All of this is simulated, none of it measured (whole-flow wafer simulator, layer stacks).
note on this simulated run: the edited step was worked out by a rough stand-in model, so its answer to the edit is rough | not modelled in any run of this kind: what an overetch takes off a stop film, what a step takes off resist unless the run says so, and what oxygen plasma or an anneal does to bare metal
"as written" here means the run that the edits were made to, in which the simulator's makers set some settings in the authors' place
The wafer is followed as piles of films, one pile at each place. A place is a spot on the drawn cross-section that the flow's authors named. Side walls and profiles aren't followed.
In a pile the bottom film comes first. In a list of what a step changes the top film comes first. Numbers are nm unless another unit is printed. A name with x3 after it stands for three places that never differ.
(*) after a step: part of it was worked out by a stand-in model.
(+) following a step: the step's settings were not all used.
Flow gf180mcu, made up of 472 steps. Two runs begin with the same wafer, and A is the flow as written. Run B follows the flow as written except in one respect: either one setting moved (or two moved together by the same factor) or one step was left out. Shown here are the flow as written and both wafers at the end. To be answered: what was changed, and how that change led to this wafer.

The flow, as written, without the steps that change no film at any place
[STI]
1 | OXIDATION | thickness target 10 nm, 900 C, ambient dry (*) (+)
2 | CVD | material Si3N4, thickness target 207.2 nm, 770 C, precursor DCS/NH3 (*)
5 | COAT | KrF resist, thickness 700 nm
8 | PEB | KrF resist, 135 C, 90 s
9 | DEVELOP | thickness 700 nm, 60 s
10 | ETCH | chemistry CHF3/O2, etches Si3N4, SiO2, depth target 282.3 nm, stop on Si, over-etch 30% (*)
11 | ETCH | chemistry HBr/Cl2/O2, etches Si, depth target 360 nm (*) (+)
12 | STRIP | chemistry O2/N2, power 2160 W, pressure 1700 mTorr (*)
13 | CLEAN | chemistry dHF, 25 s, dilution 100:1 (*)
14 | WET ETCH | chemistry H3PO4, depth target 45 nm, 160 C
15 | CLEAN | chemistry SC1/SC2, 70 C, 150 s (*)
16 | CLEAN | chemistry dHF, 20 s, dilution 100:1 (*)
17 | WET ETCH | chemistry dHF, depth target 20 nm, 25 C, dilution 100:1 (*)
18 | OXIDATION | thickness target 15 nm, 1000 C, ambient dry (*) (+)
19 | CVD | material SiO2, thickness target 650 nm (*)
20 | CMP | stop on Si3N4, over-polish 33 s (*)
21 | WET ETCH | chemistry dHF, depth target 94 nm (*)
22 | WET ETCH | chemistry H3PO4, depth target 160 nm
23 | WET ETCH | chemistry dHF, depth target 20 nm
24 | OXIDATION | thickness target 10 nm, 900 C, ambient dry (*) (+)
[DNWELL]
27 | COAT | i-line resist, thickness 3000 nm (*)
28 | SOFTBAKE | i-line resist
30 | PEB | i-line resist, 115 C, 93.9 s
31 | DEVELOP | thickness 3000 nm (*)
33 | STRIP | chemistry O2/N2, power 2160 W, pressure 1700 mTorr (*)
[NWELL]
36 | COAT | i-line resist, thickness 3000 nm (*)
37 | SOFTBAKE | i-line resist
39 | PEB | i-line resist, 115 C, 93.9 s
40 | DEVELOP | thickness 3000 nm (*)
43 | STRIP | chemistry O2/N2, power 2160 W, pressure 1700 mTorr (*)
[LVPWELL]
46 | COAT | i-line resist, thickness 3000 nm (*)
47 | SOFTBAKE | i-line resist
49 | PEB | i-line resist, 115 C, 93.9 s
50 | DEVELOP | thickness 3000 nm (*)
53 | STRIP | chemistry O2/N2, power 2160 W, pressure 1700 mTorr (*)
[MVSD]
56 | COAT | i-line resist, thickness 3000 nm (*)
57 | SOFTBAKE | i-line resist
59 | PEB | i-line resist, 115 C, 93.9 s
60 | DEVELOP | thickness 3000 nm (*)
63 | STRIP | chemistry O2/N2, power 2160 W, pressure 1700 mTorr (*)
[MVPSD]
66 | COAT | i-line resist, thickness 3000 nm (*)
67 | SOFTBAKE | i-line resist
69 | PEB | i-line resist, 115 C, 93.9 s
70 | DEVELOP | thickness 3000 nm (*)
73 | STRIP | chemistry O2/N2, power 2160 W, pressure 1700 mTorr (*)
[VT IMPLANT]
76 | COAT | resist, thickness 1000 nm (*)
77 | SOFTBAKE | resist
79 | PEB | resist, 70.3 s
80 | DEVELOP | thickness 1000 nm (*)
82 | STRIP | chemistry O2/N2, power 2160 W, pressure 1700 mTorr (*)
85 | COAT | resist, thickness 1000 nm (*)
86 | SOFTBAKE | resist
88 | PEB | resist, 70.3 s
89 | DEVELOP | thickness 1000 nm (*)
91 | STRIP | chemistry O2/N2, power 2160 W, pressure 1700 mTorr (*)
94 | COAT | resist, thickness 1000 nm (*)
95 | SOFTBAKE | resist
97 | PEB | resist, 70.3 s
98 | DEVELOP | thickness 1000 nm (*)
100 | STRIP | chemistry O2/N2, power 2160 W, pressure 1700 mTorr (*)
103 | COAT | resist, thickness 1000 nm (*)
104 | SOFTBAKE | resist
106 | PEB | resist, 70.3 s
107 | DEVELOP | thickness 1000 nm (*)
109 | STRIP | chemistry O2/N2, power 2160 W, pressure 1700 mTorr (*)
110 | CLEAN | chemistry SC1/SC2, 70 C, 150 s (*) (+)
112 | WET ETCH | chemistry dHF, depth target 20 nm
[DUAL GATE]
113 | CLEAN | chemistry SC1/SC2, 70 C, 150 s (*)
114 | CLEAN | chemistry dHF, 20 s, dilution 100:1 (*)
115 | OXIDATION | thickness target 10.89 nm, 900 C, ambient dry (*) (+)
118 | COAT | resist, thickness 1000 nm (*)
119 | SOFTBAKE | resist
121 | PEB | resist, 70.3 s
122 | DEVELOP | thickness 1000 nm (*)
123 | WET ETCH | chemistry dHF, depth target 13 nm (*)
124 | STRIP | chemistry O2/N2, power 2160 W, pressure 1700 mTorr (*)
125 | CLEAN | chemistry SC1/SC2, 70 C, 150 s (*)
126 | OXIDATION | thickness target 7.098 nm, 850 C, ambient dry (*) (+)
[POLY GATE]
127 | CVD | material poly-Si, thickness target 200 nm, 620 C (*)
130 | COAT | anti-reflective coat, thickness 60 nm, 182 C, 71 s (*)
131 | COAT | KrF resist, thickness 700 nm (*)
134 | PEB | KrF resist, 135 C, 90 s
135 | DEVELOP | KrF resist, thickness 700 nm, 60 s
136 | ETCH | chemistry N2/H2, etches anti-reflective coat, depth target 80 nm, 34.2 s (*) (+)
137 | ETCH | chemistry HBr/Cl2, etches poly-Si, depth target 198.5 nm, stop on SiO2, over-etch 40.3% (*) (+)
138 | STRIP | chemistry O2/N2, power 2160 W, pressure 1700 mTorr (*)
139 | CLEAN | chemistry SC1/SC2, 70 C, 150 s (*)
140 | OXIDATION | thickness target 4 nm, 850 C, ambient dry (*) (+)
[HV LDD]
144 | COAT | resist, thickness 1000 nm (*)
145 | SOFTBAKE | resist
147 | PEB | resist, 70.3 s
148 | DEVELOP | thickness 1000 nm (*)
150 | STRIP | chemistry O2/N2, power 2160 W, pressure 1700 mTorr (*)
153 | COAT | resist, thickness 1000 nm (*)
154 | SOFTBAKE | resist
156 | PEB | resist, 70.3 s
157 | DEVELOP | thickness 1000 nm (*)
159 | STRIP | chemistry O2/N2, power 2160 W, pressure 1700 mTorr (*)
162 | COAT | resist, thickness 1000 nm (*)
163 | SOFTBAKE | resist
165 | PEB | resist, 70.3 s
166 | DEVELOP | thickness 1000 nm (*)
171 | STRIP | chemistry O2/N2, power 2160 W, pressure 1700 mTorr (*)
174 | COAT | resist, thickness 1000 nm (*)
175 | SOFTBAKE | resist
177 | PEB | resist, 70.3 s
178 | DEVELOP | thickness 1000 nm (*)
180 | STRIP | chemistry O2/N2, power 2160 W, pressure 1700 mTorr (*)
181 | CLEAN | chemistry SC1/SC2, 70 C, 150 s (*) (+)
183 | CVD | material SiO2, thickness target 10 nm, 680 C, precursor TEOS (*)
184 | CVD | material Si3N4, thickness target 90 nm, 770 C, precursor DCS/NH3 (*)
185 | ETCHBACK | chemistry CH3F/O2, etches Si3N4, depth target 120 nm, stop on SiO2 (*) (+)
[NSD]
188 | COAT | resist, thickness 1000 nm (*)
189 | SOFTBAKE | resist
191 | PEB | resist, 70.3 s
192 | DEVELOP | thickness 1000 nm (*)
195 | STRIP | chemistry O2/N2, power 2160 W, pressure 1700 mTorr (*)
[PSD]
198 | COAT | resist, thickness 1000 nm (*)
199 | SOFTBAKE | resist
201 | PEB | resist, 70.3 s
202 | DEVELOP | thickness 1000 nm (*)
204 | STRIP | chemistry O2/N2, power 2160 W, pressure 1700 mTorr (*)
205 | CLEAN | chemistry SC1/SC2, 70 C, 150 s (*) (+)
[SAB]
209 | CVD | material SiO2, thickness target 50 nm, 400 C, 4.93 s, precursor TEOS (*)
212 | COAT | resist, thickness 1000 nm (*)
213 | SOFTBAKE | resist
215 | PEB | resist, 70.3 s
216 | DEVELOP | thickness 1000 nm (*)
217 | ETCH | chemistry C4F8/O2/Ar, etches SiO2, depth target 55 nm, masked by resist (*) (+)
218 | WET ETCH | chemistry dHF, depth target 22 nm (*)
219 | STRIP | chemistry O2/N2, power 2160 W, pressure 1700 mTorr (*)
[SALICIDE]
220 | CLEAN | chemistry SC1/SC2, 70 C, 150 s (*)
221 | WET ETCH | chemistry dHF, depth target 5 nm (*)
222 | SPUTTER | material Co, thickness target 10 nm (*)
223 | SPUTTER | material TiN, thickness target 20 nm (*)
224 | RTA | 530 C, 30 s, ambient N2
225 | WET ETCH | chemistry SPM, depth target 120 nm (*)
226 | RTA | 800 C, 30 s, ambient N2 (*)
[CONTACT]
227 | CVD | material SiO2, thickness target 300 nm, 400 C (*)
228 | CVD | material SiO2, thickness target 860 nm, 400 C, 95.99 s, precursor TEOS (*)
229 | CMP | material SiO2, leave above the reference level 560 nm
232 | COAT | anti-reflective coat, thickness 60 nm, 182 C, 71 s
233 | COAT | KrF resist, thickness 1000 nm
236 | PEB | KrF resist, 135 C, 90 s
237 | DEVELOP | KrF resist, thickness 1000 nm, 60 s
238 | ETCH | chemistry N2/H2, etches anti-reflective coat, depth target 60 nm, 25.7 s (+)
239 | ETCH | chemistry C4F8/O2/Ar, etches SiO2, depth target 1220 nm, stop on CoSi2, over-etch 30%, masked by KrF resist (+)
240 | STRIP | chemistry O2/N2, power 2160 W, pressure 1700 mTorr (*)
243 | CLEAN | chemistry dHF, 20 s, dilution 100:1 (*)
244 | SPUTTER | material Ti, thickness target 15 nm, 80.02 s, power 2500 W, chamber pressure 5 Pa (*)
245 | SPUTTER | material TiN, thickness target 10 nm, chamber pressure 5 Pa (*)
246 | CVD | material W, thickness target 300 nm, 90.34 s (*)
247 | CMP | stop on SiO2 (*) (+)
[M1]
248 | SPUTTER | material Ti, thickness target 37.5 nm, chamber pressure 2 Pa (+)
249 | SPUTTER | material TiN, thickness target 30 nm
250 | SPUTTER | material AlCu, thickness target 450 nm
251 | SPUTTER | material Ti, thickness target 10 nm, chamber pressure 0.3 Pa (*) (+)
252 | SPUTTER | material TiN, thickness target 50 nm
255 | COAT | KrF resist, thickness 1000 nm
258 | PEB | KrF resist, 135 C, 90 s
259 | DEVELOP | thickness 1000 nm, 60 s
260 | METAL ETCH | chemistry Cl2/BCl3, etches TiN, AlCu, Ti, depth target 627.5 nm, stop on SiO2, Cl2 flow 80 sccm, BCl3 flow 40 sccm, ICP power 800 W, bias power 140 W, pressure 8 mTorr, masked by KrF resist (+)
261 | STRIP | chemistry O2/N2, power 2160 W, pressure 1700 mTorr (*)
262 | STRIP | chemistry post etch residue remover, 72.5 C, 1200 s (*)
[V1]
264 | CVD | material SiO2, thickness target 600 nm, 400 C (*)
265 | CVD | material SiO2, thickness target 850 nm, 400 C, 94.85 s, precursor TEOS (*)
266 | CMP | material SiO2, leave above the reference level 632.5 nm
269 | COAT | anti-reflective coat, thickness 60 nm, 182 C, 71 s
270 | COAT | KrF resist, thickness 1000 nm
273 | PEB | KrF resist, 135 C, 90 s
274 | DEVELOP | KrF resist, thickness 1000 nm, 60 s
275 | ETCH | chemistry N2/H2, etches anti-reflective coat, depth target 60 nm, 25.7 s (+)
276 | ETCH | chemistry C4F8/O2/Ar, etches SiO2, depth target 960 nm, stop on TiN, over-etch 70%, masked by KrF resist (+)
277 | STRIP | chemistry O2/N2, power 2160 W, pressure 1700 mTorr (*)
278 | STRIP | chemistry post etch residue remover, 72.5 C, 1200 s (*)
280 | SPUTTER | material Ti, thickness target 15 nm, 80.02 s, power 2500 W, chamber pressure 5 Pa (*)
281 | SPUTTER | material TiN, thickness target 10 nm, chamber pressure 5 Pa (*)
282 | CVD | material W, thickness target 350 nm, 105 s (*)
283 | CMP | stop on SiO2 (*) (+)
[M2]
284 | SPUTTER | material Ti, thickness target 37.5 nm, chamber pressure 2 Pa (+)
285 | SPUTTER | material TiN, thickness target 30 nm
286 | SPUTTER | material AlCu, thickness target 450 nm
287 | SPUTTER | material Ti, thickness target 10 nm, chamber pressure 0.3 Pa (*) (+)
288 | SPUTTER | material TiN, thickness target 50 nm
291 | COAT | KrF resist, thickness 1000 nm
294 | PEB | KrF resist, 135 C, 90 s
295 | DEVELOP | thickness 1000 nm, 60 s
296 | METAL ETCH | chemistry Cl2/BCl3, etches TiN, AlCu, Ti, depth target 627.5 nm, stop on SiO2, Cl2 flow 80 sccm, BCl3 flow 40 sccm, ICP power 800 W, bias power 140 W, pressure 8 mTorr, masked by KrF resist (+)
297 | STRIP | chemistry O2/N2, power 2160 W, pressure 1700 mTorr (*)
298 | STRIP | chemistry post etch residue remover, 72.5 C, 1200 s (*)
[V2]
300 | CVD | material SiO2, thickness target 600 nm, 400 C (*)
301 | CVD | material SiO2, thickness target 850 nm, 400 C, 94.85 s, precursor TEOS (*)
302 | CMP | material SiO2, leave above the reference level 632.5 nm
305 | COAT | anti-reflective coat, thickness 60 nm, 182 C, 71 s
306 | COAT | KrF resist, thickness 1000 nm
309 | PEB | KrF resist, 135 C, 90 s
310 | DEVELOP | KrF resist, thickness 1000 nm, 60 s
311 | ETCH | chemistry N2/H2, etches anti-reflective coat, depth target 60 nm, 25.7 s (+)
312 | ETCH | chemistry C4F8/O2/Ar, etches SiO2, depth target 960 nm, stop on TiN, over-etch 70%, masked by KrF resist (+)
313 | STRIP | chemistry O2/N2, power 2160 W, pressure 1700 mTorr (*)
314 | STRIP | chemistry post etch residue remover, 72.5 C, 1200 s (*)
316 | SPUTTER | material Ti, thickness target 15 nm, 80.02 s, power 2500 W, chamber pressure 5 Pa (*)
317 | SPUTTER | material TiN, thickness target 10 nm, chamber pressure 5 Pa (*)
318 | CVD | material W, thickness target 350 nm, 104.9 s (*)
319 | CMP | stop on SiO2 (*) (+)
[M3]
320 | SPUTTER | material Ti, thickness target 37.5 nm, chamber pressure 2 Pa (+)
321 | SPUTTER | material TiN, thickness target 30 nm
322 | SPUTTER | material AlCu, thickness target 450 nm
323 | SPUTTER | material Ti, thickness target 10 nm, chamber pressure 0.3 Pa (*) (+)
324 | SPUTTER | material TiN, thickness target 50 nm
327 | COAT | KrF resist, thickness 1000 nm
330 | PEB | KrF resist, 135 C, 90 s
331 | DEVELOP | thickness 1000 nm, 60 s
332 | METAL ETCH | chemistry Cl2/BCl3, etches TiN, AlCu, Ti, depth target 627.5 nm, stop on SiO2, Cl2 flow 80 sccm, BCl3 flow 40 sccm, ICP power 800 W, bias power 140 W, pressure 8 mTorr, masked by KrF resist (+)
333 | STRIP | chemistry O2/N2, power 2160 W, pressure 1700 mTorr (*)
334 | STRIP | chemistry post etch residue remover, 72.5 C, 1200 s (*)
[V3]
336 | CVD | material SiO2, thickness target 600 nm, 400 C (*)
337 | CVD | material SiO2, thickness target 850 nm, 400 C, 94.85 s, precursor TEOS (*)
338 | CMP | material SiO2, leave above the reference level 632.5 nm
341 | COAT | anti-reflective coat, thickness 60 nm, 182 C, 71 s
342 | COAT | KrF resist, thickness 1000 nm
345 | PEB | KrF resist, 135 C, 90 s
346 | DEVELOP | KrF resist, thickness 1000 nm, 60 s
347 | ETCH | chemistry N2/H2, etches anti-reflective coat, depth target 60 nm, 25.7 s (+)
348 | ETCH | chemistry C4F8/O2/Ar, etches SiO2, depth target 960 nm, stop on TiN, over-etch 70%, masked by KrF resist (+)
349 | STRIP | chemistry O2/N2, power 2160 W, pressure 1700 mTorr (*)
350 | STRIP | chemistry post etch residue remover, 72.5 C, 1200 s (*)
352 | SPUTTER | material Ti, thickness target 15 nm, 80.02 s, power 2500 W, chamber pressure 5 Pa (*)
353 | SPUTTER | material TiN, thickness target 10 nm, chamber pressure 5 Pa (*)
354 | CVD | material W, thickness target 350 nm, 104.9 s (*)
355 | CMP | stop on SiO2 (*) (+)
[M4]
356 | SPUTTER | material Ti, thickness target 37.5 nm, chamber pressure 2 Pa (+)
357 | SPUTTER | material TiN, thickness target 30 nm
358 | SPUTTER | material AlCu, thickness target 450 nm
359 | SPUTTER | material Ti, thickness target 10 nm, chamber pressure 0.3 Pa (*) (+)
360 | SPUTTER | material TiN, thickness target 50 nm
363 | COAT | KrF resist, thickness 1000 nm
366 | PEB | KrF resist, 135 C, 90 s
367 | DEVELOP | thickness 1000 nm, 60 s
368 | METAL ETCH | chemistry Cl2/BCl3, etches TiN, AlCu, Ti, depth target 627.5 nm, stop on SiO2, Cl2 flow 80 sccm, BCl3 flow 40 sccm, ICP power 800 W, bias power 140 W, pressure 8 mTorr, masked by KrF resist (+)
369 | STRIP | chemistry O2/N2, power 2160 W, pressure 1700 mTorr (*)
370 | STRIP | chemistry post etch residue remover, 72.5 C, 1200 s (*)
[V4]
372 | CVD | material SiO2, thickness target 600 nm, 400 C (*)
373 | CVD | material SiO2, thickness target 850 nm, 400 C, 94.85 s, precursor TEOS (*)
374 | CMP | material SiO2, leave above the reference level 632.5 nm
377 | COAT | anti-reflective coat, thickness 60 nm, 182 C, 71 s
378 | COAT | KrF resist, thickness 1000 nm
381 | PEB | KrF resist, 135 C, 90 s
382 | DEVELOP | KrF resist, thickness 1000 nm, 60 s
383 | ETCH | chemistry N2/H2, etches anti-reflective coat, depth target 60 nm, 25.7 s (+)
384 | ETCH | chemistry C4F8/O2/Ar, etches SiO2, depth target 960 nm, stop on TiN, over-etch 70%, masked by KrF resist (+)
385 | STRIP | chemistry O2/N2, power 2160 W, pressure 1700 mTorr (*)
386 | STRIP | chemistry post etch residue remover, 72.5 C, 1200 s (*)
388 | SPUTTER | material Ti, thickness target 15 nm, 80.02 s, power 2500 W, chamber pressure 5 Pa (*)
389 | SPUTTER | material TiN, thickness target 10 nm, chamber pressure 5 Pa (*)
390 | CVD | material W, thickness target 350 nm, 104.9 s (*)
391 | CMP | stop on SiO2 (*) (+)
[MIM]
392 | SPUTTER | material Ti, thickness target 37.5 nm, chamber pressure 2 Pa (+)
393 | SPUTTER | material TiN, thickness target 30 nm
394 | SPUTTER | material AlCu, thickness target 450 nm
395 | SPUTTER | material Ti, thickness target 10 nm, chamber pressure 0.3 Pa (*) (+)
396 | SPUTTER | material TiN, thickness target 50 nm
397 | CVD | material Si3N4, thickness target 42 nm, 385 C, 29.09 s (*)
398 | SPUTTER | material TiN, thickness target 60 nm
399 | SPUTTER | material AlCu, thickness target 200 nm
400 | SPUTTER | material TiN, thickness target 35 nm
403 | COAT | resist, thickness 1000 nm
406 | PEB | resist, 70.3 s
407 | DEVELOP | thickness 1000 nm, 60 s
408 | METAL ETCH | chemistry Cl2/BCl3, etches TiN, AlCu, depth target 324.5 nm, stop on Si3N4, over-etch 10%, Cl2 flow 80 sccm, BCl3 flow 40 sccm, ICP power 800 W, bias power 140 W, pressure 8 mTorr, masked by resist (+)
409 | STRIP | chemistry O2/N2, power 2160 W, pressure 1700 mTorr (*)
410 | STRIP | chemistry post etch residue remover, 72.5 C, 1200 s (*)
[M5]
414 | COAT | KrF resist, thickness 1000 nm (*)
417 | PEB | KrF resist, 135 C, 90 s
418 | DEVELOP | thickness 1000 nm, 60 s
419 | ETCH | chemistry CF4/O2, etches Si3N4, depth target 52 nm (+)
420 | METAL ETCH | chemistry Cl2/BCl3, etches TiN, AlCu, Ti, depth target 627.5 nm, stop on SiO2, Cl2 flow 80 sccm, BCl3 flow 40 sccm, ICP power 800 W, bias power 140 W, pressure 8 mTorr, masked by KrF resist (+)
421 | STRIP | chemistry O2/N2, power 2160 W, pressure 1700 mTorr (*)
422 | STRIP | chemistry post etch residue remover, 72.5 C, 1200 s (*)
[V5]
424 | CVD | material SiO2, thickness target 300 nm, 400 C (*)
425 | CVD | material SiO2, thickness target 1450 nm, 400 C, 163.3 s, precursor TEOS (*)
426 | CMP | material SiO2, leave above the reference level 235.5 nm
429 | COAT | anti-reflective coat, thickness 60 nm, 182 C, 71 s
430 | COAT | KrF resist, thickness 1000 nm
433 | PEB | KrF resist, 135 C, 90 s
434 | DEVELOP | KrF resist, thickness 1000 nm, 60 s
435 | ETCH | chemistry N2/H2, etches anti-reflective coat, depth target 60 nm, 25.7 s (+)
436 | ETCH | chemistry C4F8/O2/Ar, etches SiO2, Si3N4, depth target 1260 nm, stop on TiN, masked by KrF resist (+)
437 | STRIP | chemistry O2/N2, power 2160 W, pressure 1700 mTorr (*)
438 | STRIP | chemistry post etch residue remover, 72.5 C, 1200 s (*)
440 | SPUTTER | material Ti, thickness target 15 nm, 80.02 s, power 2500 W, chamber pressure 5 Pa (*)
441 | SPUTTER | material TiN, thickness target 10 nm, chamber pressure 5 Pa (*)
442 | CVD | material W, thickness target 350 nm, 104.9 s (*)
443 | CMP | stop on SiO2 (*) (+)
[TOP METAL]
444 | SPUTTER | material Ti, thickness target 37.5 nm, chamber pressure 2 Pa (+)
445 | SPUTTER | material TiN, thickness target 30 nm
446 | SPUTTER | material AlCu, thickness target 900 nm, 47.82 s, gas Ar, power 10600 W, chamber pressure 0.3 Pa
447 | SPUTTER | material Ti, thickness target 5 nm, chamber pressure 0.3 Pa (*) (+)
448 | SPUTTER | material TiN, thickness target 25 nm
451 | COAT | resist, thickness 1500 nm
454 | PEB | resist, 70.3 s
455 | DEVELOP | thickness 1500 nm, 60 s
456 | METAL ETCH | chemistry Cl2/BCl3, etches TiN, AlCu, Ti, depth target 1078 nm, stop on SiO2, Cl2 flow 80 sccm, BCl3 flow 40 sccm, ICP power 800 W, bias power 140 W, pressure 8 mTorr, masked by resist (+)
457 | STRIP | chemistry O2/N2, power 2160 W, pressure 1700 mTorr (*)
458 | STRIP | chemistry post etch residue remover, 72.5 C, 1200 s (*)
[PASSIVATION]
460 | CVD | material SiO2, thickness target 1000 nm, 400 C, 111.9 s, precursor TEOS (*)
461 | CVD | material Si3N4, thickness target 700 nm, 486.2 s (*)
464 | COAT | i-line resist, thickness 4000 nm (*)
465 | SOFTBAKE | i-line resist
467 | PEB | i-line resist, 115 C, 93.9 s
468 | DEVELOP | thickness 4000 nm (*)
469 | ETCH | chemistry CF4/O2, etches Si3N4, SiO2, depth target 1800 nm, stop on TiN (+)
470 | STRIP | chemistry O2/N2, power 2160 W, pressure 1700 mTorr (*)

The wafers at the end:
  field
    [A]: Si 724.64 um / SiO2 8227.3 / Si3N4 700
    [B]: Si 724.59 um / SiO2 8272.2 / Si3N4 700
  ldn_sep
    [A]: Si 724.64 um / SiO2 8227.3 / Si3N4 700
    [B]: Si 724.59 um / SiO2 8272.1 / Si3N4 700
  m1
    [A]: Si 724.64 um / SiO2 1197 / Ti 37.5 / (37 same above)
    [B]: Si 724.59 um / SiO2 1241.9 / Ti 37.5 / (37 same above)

What caused this: step 11, ETCH: depth target 405 nm was run, though the flow has depth target 360 nm.

The path from the change to this, step by step:
  11 | ETCH | chemistry HBr/Cl2/O2, etches Si, depth target 360 nm (*) (+)
      active, n_well, p_well and 40 more: A -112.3 KrF resist | B -127.3 KrF resist
      field, field_sub, sti and 34 more: A -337 Si | B -382 Si
  12 | STRIP | chemistry O2/N2, power 2160 W, pressure 1700 mTorr (*)
      active, n_well, p_well and 40 more: A -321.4 KrF resist (all of it) | B -306.4 KrF resist (all of it)
  19 | CVD | material SiO2, thickness target 650 nm (*)
      m1, ld_fp_n, ld_drift_n and 8 more: A +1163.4 SiO2 | B +1208.4 SiO2
  20 | CMP | stop on Si3N4, over-polish 33 s (*)
      sti, mim_1p0, pad and 11 more: A -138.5 SiO2 | B -93.5 SiO2
      nw_enc_fld, nw_enc_fld_lv: A -142.5 SiO2 | B -97.5 SiO2
      (and at 10 other places as well)
